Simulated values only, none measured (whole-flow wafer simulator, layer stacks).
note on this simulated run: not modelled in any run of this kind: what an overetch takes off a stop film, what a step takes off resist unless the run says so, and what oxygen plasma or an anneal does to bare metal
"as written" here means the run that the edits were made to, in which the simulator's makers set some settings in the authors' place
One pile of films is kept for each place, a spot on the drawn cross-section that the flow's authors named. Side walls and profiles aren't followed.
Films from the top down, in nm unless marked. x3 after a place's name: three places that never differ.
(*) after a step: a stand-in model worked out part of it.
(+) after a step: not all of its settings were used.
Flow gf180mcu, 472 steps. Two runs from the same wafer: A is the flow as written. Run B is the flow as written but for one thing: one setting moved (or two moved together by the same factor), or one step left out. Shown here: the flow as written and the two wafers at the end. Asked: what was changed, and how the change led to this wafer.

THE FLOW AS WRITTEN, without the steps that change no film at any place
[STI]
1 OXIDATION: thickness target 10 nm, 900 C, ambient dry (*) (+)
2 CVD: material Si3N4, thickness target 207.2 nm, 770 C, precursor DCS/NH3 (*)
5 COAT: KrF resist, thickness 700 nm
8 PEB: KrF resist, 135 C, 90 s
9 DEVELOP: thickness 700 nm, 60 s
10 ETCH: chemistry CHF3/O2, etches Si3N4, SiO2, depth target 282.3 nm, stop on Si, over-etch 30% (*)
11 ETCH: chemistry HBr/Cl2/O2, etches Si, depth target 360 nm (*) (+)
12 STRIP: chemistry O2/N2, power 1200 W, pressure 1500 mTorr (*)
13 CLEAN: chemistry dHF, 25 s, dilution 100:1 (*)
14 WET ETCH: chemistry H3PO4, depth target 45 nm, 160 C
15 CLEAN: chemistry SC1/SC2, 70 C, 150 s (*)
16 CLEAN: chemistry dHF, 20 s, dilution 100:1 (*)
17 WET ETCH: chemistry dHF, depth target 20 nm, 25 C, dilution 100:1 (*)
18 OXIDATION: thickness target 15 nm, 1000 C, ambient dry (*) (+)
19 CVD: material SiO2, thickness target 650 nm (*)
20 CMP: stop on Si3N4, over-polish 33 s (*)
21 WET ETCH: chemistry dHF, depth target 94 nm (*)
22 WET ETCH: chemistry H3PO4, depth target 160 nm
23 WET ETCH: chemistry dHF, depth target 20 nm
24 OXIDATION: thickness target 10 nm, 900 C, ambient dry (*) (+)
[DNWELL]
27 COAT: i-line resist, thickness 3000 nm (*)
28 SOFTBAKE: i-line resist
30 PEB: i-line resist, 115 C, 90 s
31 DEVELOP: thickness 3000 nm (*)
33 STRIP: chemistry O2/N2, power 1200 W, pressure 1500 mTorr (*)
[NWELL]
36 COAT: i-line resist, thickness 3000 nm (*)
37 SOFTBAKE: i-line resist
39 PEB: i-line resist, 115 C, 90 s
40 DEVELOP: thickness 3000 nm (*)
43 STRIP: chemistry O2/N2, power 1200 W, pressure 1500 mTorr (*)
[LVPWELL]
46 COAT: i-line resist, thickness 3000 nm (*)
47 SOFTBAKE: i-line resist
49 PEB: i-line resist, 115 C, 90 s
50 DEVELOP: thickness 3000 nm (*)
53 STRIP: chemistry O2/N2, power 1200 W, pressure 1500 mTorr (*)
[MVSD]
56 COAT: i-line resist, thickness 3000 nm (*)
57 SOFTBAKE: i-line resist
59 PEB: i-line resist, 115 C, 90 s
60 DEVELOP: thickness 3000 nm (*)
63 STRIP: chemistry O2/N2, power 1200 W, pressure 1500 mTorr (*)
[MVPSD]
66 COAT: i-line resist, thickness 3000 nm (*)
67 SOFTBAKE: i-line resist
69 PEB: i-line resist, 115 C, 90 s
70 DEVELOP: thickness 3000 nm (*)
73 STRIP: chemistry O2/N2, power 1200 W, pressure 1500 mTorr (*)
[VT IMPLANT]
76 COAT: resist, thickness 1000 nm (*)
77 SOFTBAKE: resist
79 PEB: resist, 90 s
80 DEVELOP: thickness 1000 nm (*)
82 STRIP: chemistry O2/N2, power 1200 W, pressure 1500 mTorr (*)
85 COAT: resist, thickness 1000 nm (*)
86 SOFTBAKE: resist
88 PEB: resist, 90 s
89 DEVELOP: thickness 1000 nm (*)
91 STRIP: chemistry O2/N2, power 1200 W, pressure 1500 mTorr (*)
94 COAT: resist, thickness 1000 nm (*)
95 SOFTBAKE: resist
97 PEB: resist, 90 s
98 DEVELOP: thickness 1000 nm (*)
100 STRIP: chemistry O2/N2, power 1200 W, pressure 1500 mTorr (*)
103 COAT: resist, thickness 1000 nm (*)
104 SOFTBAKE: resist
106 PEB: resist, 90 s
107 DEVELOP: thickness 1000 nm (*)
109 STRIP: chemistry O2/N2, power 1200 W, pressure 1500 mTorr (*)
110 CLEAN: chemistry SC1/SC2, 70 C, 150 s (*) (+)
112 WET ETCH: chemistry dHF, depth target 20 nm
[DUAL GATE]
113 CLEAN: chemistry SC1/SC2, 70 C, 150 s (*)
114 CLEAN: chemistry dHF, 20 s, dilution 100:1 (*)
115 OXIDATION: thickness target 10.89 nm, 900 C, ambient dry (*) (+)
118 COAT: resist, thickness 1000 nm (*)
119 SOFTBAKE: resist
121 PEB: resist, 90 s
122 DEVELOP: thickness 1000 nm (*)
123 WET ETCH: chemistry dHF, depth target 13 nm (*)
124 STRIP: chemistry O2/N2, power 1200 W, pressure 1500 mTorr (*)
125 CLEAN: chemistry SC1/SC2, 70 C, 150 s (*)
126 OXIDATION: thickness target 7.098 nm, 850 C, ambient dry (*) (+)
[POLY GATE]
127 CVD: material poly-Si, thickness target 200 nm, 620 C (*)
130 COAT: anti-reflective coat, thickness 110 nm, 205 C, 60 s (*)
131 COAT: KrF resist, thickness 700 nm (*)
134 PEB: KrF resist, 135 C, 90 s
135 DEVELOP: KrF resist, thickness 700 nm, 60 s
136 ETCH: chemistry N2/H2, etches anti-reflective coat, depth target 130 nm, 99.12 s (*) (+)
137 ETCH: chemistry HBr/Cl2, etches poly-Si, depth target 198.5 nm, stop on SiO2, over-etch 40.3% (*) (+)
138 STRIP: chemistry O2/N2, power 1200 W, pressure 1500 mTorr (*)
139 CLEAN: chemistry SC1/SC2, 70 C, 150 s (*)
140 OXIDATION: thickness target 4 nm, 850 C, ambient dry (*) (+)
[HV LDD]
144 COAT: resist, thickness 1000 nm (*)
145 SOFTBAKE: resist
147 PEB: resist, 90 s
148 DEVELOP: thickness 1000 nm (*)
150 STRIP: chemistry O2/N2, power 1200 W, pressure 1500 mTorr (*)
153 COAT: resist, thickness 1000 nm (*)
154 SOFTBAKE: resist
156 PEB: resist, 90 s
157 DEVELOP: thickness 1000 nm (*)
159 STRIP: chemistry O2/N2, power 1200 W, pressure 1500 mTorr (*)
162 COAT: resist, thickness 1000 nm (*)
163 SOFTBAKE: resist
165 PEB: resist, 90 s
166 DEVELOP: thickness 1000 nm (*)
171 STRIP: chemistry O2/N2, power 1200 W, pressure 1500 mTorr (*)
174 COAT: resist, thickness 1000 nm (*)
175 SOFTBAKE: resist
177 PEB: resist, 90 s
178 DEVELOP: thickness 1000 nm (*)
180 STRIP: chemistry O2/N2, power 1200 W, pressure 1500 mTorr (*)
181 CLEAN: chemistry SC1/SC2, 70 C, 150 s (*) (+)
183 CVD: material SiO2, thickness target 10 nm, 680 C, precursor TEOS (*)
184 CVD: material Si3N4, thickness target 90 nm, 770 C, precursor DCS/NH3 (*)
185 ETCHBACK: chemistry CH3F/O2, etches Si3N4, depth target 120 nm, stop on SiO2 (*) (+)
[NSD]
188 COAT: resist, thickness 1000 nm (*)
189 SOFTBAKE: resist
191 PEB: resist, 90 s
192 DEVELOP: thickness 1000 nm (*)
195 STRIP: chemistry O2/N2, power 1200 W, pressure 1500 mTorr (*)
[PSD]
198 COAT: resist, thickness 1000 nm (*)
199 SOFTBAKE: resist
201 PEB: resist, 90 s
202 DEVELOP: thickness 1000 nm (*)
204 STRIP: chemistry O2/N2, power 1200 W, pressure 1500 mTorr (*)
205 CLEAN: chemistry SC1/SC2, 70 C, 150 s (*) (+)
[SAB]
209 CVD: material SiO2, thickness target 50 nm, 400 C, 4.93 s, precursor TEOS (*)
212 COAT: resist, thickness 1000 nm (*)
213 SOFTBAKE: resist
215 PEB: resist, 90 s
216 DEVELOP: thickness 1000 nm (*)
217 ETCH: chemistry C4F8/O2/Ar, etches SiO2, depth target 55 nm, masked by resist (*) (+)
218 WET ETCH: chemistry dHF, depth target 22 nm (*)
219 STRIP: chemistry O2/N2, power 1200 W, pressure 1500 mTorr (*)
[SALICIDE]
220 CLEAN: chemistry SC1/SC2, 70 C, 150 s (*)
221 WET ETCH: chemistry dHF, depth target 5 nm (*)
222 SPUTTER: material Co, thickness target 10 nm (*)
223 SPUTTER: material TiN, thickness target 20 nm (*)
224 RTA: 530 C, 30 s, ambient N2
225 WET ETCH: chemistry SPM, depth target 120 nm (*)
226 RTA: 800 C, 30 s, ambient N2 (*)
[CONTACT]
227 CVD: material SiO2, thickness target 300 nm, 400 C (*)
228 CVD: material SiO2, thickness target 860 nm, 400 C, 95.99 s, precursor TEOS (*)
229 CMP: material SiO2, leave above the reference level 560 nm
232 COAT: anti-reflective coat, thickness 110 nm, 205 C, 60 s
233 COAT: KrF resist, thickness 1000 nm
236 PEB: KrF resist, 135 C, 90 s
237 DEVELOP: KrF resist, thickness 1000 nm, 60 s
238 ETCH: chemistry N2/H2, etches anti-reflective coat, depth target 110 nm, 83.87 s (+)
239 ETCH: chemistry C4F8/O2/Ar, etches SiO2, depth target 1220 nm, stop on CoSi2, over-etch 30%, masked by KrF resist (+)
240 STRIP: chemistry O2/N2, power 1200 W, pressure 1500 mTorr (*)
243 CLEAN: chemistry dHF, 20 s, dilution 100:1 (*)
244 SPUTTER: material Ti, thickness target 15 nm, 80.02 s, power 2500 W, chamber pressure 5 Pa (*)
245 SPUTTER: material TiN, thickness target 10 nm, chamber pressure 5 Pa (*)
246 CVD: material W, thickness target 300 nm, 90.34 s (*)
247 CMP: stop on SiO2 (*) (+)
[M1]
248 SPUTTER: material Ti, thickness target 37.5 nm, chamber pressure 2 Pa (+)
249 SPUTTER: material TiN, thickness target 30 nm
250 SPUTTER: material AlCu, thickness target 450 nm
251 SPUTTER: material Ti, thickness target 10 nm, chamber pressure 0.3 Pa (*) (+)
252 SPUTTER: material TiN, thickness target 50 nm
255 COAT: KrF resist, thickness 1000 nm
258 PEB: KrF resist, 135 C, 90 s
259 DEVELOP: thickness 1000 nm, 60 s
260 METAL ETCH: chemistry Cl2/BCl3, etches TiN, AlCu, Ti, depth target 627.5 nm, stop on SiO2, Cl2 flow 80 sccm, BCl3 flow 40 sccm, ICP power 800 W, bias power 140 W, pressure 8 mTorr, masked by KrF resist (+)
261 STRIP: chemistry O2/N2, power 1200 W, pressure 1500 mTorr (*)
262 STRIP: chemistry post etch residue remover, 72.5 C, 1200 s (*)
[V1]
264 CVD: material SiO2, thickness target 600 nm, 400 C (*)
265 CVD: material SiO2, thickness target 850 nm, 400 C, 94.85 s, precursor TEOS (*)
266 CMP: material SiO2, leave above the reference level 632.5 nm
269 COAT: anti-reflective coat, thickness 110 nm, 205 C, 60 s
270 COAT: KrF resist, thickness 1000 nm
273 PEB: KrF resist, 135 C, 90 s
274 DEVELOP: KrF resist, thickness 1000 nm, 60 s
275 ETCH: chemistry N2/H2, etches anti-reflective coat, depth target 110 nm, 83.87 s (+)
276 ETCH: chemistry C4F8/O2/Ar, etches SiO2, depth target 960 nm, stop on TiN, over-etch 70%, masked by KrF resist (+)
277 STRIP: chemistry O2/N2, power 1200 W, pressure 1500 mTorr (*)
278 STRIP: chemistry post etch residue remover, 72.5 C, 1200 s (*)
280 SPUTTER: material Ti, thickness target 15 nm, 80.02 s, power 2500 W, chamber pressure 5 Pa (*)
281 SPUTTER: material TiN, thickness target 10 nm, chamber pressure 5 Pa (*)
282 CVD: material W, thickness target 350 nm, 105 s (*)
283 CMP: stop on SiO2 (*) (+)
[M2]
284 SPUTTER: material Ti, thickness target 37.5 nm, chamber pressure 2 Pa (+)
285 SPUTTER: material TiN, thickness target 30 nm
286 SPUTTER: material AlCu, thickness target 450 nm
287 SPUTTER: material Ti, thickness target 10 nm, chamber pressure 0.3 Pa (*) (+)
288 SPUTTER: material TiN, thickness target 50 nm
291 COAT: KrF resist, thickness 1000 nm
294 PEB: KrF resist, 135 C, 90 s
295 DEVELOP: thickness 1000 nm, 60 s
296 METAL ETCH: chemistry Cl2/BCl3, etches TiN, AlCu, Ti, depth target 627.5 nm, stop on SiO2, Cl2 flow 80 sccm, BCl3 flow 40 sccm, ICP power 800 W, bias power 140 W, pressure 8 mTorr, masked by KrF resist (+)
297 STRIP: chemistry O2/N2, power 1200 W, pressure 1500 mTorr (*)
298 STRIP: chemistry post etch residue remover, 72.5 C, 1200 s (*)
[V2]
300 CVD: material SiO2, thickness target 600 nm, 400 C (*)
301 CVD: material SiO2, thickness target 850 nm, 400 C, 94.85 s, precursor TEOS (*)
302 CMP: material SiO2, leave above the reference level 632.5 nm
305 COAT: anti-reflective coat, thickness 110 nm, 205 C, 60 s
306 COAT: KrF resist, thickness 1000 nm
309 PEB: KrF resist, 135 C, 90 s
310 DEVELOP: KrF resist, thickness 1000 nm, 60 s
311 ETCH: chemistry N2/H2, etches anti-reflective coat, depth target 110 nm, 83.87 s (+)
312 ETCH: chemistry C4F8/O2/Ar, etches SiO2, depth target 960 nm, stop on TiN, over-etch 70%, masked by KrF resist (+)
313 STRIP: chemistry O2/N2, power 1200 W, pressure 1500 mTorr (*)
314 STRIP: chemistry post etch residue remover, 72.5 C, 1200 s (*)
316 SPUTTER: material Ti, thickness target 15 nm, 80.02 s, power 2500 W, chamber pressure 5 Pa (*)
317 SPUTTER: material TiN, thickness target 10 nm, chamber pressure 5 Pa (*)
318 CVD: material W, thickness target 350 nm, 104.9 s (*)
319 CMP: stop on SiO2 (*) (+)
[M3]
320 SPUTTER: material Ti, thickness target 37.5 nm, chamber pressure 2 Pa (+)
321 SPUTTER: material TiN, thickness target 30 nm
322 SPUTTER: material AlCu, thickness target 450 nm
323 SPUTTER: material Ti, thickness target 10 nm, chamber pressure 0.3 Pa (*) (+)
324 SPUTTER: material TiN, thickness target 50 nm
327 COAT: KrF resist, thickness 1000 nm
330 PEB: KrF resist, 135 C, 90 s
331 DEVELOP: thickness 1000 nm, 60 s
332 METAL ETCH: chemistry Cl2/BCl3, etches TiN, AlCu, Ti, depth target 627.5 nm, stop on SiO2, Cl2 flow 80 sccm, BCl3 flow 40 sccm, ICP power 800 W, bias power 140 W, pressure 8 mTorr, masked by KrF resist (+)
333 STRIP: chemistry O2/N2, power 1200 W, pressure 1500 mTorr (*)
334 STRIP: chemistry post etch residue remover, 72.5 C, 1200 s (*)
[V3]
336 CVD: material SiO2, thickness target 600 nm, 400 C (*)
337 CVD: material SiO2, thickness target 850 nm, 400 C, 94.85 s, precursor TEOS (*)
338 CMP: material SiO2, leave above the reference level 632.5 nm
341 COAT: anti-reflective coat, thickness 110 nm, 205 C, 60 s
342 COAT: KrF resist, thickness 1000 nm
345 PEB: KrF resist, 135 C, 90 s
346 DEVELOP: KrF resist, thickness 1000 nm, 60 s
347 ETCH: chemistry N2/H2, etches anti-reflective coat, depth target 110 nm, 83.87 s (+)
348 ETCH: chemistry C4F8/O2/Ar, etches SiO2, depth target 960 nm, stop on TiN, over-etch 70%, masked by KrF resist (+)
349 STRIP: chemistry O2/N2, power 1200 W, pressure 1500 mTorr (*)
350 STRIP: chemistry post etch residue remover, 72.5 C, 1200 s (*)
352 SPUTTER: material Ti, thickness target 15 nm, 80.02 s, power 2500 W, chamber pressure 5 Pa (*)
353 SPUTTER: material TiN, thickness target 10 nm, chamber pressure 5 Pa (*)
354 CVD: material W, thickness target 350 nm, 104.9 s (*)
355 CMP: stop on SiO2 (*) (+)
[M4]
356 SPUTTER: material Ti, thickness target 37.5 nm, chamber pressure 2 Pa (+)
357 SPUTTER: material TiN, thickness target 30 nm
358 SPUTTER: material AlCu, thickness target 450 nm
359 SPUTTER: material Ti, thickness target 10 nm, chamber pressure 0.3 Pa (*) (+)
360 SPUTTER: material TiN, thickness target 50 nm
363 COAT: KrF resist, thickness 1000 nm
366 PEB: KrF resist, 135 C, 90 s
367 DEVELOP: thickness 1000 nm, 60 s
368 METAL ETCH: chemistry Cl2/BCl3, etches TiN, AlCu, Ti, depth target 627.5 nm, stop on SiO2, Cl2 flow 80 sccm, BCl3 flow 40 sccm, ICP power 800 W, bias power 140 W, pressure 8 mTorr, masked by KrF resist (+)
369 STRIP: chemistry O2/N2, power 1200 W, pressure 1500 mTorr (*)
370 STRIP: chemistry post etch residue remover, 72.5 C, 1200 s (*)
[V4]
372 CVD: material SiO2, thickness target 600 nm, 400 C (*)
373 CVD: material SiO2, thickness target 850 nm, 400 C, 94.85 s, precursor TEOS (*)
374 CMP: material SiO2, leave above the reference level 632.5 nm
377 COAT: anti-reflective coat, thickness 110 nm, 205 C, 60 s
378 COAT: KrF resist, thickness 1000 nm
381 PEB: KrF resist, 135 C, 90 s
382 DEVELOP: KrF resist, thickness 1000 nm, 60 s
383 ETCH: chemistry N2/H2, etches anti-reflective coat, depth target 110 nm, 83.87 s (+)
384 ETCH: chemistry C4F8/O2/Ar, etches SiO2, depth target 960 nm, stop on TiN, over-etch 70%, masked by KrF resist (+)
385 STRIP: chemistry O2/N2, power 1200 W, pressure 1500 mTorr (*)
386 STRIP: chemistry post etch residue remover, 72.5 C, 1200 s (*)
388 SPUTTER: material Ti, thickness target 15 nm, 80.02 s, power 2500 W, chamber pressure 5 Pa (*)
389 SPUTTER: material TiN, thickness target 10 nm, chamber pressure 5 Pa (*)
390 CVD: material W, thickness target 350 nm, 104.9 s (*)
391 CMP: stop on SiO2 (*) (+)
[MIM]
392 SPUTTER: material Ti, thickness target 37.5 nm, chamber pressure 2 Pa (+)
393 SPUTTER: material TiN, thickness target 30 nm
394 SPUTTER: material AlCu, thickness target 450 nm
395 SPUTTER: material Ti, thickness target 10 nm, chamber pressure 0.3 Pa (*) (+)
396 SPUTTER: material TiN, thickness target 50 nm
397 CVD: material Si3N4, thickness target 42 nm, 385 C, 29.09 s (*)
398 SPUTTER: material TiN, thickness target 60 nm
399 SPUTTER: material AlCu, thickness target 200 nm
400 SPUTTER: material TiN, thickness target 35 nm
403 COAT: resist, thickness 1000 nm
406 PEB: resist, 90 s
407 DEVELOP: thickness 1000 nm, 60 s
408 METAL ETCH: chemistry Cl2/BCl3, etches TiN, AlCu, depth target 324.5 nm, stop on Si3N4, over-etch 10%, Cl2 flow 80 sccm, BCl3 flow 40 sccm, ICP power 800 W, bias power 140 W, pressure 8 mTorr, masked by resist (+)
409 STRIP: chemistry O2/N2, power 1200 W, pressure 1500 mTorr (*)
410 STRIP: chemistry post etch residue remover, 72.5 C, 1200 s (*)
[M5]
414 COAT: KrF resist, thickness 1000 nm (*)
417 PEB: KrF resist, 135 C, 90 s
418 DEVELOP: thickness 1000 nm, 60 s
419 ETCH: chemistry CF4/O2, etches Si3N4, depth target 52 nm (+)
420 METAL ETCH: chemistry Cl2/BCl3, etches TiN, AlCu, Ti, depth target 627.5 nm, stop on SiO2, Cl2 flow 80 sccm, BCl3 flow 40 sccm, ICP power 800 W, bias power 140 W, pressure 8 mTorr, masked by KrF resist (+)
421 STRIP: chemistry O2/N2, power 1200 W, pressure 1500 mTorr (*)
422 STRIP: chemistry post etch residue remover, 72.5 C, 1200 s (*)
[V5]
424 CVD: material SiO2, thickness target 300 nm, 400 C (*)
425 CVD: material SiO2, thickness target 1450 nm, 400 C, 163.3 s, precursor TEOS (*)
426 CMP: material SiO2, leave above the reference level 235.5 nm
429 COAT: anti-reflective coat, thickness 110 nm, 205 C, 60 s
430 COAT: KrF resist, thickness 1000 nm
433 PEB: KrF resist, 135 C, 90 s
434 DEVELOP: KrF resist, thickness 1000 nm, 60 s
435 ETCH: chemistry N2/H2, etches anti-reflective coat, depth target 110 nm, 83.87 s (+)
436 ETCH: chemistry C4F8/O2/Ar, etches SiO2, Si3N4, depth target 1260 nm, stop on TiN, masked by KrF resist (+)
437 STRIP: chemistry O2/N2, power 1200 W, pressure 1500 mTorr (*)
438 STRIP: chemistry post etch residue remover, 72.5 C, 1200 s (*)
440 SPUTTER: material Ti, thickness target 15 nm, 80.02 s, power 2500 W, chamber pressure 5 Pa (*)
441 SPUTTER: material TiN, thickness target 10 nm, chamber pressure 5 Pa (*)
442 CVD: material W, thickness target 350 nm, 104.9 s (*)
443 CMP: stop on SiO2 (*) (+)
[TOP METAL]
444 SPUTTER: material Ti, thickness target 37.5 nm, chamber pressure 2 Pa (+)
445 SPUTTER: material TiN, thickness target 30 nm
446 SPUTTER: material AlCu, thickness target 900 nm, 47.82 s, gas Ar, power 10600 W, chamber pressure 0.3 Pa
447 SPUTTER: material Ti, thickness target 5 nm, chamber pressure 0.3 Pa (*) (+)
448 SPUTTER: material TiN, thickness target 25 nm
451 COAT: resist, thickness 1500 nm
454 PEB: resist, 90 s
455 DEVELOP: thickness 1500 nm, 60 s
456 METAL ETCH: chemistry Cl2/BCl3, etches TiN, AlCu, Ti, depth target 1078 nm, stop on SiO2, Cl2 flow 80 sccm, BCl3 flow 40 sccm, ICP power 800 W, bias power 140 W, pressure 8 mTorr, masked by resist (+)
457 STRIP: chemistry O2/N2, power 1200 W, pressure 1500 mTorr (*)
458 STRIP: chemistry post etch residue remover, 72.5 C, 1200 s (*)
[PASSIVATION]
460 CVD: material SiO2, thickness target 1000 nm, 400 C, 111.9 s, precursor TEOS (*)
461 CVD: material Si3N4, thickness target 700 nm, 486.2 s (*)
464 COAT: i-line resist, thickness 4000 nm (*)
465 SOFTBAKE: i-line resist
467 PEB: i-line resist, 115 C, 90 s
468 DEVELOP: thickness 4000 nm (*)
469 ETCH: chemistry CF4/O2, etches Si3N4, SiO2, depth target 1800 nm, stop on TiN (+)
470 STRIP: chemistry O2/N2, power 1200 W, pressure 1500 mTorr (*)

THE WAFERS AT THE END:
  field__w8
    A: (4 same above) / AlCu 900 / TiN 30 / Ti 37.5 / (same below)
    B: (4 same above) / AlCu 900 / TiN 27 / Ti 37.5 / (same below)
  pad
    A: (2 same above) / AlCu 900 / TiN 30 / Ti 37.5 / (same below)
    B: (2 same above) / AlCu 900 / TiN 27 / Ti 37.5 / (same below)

The cause: step 445, SPUTTER: thickness target 27 nm was run, where the flow has thickness target 30 nm.
It can be read off the wafer: field__w8 has TiN 27, and step 445 as written asks for 30 nm.

How the change led to this, step by step:
  445 SPUTTER: material TiN, thickness target 30 nm
      field, field__w1, field__w2 and 109 more: A TiN +30 (new film) | B TiN +27 (new film)
  456 METAL ETCH: chemistry Cl2/BCl3, etches TiN, AlCu, Ti, depth target 1078 nm, stop on SiO2, Cl2 flow 80 sccm, BCl3 flow 40 sccm, ICP power 800 W, bias power 140 W, pressure 8 mTorr, masked by resist (+)
      field, field__w1, field__w2 and 103 more: A TiN -25 (all of it), Ti -5 (all of it), AlCu -900 (all of it), TiN -30 (all of it), Ti -37.5 (all of it) | B TiN -25 (all of it), Ti -5 (all of it), AlCu -900 (all of it), TiN -27 (all of it), Ti -37.5 (all of it)
